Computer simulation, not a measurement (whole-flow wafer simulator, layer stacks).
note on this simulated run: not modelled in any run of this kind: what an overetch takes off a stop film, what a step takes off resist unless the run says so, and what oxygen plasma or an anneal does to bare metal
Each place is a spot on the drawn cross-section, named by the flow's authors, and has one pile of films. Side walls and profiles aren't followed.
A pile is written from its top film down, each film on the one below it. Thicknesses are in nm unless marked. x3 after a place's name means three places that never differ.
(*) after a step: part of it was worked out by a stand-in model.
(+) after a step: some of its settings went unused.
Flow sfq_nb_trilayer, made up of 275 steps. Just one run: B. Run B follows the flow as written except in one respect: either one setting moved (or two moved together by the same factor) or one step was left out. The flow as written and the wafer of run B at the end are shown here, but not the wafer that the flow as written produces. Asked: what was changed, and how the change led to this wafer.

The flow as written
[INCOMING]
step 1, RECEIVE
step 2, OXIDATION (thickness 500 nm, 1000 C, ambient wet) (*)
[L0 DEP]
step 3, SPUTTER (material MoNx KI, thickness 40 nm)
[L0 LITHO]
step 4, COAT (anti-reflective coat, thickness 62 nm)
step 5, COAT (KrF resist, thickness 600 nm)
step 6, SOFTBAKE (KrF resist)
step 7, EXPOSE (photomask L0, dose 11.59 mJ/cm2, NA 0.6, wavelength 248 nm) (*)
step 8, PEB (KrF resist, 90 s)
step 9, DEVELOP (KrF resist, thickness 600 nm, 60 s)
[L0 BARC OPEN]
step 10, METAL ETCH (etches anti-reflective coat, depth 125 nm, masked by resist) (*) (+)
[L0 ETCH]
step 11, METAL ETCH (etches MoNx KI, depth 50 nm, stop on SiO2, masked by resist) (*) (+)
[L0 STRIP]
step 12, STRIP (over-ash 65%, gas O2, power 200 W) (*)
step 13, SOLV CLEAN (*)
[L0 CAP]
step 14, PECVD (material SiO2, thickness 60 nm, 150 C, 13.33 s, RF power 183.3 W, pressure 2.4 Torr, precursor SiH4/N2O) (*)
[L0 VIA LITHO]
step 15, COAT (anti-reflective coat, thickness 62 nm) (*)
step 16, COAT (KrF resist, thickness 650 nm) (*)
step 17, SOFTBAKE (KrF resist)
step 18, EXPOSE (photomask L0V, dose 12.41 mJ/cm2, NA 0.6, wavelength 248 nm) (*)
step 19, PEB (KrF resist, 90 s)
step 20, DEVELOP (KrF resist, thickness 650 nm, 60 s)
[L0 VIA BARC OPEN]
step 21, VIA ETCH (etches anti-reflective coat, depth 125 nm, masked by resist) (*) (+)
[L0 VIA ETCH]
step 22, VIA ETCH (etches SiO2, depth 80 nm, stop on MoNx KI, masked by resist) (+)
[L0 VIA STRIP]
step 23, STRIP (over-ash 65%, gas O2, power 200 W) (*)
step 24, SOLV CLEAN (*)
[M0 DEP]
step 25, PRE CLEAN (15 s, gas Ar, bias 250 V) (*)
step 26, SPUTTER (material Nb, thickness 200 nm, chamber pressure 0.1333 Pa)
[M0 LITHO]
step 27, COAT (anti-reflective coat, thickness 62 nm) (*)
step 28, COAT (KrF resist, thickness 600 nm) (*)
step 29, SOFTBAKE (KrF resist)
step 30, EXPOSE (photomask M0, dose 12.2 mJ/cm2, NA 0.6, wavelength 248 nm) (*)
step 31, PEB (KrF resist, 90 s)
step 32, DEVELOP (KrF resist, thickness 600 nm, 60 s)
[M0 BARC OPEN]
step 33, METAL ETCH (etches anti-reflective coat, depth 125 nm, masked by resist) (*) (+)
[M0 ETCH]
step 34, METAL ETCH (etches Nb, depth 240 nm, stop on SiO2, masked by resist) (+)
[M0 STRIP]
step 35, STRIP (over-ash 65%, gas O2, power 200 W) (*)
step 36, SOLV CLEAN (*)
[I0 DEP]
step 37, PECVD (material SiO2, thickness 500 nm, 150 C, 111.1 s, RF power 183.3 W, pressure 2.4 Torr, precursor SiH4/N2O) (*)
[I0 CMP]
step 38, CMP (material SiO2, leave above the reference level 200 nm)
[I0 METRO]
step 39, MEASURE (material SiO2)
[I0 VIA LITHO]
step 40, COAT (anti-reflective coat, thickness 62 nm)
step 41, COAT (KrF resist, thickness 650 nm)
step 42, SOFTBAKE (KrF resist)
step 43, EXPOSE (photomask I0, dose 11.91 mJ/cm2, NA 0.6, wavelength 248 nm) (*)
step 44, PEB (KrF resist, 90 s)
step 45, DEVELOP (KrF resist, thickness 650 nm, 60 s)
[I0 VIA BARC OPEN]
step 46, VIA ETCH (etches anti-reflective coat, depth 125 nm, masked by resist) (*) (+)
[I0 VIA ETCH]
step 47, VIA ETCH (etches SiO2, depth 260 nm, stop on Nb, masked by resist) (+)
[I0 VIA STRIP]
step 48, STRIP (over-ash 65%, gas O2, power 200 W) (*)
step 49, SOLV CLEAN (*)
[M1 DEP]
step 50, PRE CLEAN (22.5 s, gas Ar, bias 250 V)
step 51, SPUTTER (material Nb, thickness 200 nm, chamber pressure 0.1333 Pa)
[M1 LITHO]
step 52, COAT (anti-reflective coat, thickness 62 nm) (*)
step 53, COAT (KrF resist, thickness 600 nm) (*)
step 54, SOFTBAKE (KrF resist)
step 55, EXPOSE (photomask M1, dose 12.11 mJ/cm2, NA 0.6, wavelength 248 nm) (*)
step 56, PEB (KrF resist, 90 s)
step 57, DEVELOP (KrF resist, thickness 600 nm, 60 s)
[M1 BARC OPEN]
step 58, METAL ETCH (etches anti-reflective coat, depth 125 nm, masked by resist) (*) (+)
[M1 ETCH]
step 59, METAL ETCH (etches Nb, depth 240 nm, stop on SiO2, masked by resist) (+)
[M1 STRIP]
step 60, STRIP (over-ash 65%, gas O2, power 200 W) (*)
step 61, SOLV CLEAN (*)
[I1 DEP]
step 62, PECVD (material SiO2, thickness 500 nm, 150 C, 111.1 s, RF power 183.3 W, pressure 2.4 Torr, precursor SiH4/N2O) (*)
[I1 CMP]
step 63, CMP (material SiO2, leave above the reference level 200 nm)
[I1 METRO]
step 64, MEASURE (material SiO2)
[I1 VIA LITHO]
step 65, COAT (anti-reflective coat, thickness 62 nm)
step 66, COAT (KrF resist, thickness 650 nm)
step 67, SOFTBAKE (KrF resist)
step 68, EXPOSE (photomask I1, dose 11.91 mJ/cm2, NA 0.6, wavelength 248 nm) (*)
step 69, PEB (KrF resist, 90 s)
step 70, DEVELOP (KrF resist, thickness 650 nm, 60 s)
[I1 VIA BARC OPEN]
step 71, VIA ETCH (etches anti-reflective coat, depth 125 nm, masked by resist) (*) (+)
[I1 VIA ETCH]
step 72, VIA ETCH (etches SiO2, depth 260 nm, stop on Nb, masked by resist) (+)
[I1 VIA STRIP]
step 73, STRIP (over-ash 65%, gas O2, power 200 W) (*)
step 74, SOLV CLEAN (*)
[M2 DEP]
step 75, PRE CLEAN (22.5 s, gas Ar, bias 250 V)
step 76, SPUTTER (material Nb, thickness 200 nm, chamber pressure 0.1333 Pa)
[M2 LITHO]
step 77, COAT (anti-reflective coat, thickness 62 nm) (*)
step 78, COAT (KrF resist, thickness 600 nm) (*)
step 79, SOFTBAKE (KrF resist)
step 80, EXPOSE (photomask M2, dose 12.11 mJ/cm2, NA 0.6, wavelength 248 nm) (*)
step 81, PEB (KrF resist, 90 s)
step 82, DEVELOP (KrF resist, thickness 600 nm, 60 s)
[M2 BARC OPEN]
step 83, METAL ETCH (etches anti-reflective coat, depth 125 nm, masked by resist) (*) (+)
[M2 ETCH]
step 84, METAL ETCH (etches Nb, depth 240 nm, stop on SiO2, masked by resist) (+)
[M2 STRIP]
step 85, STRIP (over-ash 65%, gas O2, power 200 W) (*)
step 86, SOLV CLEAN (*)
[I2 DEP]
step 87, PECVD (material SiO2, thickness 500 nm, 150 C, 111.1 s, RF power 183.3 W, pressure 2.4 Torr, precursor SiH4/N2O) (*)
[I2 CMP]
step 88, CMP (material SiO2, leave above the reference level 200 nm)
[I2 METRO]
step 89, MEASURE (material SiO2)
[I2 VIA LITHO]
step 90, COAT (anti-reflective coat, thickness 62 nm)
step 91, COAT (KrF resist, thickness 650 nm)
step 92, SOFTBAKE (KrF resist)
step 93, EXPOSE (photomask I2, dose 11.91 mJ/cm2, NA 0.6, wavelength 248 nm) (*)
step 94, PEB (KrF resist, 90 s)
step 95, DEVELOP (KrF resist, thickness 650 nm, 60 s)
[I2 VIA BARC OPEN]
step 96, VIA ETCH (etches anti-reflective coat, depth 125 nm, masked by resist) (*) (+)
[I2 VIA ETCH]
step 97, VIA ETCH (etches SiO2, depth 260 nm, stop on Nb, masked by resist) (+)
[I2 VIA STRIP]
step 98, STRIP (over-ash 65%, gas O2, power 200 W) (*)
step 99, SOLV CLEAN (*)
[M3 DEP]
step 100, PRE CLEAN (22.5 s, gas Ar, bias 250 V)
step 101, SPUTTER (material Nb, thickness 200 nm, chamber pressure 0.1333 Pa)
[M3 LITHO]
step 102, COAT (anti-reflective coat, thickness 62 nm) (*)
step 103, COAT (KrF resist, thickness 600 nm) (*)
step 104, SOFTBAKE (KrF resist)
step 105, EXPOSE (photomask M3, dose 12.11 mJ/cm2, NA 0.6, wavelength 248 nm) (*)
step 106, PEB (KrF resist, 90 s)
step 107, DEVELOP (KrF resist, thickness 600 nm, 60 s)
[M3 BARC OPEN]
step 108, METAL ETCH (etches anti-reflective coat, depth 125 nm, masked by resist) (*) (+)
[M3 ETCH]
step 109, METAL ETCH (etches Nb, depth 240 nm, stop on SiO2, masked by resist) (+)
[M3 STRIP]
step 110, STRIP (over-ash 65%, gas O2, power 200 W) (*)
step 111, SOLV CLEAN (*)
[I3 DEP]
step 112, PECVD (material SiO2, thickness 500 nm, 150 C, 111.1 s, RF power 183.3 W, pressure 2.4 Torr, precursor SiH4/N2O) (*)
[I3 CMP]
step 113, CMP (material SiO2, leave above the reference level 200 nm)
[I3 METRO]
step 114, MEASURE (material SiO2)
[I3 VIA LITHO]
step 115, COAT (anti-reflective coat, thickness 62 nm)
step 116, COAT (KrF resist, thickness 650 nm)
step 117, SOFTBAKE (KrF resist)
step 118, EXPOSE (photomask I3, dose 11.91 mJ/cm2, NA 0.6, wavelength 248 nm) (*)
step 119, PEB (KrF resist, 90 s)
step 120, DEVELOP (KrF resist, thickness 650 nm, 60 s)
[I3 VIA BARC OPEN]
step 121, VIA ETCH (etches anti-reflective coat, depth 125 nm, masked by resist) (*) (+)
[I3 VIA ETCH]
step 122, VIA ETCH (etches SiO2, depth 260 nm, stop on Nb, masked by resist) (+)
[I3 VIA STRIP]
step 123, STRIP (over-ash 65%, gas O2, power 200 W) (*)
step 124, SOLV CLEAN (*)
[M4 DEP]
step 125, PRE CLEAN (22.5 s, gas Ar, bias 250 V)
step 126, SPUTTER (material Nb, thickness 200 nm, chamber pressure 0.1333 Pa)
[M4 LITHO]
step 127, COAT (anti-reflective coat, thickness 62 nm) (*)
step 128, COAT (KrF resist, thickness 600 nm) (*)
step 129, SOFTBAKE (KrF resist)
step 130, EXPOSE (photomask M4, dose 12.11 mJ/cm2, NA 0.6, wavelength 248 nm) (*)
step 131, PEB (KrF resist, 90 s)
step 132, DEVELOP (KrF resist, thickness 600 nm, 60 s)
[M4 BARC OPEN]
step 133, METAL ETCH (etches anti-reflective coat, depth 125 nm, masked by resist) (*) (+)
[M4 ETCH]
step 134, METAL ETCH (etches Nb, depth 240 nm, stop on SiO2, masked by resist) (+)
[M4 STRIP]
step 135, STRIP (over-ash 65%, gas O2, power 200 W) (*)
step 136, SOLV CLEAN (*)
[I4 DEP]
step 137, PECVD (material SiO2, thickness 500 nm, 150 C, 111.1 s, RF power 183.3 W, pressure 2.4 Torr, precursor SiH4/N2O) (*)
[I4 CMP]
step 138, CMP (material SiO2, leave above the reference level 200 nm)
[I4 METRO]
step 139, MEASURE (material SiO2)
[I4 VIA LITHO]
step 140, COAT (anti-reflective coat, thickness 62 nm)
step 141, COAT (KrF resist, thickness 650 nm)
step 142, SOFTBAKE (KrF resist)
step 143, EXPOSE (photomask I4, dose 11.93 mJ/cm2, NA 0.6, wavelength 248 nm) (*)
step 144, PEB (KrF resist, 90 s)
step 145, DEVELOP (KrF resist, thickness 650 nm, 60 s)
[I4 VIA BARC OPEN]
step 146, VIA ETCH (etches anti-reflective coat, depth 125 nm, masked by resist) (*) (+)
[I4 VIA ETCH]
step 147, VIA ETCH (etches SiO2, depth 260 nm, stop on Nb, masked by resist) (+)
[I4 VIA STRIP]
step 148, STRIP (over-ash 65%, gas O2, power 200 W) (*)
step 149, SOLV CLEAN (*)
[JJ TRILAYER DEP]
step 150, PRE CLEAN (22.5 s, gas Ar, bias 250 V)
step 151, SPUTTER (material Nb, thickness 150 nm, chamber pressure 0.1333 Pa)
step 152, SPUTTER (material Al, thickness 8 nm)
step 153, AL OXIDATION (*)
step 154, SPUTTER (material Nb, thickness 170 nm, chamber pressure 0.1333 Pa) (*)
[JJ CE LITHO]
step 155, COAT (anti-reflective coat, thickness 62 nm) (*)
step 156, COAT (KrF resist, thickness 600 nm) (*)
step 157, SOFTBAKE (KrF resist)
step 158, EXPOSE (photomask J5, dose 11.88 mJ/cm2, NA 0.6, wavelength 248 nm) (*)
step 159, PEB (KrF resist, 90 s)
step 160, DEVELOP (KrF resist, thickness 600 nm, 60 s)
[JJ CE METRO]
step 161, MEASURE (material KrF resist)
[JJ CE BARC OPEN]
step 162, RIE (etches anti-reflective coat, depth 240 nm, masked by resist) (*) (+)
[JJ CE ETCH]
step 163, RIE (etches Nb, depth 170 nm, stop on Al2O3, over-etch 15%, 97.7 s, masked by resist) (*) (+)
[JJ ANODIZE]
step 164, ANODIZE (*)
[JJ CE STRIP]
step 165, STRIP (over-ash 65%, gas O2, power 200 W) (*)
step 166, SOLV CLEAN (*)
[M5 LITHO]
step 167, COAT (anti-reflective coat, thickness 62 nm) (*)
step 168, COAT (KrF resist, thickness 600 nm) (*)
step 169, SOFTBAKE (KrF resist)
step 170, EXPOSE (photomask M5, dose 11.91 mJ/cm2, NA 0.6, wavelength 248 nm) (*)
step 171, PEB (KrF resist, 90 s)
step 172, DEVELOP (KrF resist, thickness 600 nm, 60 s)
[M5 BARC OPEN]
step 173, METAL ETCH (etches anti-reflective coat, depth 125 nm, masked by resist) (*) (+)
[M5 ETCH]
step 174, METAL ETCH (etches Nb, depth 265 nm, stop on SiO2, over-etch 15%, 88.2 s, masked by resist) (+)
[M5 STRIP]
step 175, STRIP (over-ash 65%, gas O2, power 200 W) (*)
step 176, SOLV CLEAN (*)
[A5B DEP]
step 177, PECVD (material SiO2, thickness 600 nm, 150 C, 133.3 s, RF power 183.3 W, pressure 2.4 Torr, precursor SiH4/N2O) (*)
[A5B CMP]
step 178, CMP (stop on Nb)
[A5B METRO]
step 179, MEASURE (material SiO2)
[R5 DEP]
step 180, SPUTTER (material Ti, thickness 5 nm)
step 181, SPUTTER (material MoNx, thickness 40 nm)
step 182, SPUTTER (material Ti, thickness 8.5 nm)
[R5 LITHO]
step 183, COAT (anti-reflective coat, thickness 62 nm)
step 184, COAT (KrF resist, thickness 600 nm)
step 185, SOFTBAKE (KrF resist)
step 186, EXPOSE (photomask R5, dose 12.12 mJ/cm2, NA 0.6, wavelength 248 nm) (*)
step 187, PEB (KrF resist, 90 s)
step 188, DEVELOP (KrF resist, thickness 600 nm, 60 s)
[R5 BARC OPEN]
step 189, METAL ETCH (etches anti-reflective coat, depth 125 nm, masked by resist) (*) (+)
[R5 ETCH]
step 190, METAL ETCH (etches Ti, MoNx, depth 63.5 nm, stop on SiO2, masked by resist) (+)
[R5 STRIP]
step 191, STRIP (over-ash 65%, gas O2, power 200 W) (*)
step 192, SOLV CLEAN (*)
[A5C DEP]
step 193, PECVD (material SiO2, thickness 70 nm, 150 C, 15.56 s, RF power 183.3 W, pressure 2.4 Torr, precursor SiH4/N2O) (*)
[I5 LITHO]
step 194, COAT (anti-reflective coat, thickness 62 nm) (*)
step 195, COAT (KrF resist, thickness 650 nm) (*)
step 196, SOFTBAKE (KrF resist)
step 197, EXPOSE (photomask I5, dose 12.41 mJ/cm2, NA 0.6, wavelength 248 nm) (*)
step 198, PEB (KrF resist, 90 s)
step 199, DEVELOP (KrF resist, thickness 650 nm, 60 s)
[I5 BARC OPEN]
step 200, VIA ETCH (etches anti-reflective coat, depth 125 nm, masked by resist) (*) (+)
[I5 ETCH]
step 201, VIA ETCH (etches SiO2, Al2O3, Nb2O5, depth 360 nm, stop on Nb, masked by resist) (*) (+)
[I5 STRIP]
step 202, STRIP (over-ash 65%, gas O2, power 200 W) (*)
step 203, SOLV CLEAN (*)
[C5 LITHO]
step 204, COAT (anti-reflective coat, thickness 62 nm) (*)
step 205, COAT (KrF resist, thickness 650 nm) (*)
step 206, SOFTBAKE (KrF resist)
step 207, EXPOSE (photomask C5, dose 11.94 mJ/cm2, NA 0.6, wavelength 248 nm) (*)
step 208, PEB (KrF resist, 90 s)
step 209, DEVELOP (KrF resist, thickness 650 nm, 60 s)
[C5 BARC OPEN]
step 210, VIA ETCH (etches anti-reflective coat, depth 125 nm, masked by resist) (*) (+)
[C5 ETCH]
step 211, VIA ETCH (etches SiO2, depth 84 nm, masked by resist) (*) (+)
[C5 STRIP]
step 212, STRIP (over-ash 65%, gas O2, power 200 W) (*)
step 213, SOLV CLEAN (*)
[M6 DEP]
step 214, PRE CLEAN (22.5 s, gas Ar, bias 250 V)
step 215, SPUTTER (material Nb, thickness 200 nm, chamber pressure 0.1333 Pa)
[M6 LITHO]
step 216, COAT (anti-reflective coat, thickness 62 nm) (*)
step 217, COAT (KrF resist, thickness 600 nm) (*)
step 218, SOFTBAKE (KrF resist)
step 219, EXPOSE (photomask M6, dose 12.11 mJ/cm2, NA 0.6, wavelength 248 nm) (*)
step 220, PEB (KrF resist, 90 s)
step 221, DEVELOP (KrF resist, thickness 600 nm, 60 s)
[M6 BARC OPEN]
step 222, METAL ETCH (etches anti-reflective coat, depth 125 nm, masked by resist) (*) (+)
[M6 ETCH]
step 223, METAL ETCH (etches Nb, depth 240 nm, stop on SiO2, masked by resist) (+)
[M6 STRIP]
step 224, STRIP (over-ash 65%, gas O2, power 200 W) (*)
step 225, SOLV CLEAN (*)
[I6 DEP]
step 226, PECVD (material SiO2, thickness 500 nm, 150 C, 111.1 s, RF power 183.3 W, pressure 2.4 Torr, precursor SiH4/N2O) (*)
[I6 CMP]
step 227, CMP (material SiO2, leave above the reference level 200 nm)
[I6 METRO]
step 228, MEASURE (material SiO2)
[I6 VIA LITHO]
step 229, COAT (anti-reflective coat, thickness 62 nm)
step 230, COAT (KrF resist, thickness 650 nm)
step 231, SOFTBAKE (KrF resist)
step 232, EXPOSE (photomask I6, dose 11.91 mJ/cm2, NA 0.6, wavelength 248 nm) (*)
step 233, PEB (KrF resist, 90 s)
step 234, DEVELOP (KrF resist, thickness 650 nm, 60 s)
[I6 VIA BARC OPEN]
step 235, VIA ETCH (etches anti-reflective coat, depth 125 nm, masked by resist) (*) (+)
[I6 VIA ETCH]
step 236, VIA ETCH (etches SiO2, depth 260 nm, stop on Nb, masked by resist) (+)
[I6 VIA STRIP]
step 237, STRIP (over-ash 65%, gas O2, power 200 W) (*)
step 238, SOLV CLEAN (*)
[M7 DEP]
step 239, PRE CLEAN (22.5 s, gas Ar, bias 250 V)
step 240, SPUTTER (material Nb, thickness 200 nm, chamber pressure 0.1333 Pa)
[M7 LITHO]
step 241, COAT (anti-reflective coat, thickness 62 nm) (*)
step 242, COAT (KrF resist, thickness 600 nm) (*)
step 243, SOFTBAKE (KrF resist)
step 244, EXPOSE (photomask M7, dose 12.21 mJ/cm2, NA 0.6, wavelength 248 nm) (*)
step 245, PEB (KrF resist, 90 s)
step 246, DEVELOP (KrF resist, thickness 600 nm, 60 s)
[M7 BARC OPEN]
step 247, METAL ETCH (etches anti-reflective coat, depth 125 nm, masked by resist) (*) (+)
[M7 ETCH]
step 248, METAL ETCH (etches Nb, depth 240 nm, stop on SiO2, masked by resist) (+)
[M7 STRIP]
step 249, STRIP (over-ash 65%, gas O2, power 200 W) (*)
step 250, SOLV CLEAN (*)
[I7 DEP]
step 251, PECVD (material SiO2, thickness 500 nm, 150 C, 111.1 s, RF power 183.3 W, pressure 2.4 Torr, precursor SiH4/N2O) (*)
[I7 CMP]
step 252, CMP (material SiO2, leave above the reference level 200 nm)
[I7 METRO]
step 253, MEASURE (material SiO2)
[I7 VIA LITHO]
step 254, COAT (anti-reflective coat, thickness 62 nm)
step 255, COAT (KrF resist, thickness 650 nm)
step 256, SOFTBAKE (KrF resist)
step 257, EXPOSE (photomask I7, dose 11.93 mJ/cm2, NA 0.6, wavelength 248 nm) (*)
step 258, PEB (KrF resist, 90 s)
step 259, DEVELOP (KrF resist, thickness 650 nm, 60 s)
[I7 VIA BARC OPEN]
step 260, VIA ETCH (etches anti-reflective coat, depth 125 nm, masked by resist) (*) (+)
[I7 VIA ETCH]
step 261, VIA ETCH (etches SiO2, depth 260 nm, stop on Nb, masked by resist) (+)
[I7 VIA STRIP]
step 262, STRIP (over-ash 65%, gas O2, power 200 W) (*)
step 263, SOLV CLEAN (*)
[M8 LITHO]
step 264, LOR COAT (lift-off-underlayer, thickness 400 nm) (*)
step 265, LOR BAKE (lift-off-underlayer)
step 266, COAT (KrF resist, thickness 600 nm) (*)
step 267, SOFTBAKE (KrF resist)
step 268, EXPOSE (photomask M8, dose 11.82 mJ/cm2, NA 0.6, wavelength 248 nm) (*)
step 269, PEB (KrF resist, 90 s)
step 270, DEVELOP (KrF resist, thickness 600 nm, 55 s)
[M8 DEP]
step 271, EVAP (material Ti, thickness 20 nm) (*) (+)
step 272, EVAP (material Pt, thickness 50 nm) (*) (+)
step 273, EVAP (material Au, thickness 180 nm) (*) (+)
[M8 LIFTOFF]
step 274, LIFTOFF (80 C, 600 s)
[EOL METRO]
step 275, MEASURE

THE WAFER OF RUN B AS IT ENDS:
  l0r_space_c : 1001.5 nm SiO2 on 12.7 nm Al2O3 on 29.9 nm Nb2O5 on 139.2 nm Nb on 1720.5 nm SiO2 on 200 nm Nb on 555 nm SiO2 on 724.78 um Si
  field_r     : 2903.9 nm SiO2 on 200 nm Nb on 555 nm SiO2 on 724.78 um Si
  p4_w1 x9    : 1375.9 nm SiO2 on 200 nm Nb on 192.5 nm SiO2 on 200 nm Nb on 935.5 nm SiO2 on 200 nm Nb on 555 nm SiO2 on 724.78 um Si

The reason: step 76, SPUTTER: thickness 158 nm was run, whereas the flow has thickness 200 nm.

Step by step, how the change led to this:
  step 76, SPUTTER (material Nb, thickness 200 nm, chamber pressure 0.1333 Pa)
      field_l, v_sur, via_wl and 102 more: +158 Nb (new film) (in the flow as written it would be: +200 Nb (new film))
      via_v: +138.4 Nb (in the flow as written it would be: +174.5 Nb)
  step 84, METAL ETCH (etches Nb, depth 240 nm, stop on SiO2, masked by resist) (+)
      field_l, be, be_sur and 81 more: -158 Nb (all of it) (in the flow as written it would be: -200 Nb (all of it))
  step 88, CMP (material SiO2, leave above the reference level 200 nm)
      field_l, be, be_sur and 81 more: -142 SiO2 (in the flow as written it would be: -100 SiO2)
      via_v: -177.4 SiO2 (in the flow as written it would be: -181.6 SiO2)
